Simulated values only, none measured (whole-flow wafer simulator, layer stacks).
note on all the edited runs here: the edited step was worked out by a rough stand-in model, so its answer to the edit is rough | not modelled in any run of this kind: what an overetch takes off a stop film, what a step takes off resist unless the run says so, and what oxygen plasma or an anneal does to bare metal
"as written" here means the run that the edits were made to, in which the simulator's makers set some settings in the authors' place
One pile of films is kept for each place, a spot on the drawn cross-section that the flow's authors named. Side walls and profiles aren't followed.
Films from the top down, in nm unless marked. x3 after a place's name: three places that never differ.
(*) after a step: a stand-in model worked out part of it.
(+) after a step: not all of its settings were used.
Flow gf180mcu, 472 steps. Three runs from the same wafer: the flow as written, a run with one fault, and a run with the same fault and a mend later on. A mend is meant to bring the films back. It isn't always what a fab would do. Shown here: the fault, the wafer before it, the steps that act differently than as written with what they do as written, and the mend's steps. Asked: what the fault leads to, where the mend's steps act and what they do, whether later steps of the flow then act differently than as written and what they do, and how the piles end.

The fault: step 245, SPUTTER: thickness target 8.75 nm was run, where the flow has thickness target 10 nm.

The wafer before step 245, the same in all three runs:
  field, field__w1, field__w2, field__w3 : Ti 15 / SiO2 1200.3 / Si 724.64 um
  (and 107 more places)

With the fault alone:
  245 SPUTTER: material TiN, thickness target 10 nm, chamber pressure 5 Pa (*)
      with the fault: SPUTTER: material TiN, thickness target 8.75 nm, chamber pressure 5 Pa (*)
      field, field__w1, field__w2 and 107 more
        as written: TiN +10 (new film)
        with the fault: TiN +8.75 (new film)
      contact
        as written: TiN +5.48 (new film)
        with the fault: TiN +4.8 (new film)
  Later steps of the flow that act differently than as written (1 more step differs only slightly, by at most 2% or 0.5 nm, whichever is larger, and isn't shown):
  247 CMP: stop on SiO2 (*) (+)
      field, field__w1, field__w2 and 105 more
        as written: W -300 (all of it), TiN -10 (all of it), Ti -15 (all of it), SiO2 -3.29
        with the fault: W -300 (all of it), TiN -8.75 (all of it), Ti -15 (all of it), SiO2 -3.28
  At the end the piles differ from the flow's by more than 2% or 0.5 nm, whichever is larger, at contact, polyc_n, polyc_p.
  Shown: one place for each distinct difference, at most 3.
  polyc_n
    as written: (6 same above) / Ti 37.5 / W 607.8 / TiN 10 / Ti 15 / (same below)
    with the fault: (6 same above) / Ti 37.5 / W 609 / TiN 8.75 / Ti 15 / (same below)
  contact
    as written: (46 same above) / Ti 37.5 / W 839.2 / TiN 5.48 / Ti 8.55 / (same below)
    with the fault: (46 same above) / Ti 37.5 / W 839.9 / TiN 4.8 / Ti 8.55 / (same below)

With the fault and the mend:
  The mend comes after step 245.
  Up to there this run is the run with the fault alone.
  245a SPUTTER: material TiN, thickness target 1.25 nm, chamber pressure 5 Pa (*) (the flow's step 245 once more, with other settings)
      field, field__w1, field__w2 and 107 more
        TiN +1.25
      contact
        TiN +0.68
  No later step of the flow acts differently than as written at any place that is followed.
  At the end the piles are the same as the flow's at every place that both follow.
